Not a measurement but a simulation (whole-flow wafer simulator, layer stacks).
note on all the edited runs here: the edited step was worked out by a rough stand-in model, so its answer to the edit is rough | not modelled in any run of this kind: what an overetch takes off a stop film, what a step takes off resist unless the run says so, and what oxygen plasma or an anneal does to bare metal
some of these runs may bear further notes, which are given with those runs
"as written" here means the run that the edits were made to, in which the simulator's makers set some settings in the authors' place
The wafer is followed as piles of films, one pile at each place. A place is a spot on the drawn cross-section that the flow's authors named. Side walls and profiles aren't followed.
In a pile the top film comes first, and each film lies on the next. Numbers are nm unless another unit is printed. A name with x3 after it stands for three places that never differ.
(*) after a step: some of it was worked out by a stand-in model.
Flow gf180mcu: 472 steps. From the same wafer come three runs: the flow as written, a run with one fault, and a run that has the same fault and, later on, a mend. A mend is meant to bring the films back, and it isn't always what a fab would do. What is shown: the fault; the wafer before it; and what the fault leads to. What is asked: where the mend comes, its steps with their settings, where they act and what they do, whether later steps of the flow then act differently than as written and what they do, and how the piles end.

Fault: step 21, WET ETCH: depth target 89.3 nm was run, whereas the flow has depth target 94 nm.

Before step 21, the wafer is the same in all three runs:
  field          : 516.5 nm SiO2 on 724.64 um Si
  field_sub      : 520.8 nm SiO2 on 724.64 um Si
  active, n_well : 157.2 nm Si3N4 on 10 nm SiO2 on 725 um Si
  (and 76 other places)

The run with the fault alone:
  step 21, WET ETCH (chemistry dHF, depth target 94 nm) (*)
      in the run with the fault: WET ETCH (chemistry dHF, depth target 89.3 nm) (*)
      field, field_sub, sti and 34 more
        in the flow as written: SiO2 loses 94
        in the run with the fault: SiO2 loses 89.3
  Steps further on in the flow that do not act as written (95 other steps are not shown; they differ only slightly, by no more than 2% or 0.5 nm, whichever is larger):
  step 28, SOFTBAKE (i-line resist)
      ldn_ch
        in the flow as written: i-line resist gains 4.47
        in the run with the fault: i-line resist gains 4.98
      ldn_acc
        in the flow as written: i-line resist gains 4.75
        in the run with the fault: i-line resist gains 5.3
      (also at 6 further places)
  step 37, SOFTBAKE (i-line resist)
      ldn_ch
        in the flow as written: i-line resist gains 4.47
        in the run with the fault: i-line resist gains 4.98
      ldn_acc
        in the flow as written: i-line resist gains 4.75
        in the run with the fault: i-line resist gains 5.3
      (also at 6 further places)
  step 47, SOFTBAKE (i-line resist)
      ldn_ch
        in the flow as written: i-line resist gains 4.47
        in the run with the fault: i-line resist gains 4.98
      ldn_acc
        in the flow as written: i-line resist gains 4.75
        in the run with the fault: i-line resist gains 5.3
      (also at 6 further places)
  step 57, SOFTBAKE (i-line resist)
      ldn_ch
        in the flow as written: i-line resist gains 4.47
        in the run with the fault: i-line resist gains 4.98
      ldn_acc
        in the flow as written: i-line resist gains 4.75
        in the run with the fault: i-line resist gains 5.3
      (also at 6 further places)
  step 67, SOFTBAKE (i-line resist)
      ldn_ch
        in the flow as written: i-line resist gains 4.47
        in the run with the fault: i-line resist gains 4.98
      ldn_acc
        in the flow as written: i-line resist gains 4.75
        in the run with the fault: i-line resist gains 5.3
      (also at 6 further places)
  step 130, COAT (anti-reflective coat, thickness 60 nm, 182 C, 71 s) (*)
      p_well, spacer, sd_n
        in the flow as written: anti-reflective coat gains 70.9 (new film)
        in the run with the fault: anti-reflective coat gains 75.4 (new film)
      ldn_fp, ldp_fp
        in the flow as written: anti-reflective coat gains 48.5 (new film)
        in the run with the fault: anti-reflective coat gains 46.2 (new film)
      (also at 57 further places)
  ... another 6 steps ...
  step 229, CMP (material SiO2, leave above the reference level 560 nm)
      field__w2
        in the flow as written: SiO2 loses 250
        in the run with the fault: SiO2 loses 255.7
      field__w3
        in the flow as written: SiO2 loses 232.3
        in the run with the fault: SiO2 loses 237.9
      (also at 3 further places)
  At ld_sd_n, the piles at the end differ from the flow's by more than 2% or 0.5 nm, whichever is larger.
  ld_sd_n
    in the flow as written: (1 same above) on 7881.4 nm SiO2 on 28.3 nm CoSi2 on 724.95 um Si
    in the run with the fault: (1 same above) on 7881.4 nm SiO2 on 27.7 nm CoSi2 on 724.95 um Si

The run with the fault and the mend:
  The mend follows step 21.
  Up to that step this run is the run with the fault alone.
  step 21a, WET ETCH (chemistry dHF, depth target 4.7 nm) (a further turn of the flow's step 21, with different settings)
      field, field_sub, sti and 34 more
        SiO2 loses 4.7
  Every later step of the flow that is run acts as written, at every place that is followed, to within 2% or 0.5 nm, whichever is larger.
  The piles end the same as the flow's at every place that both follow.
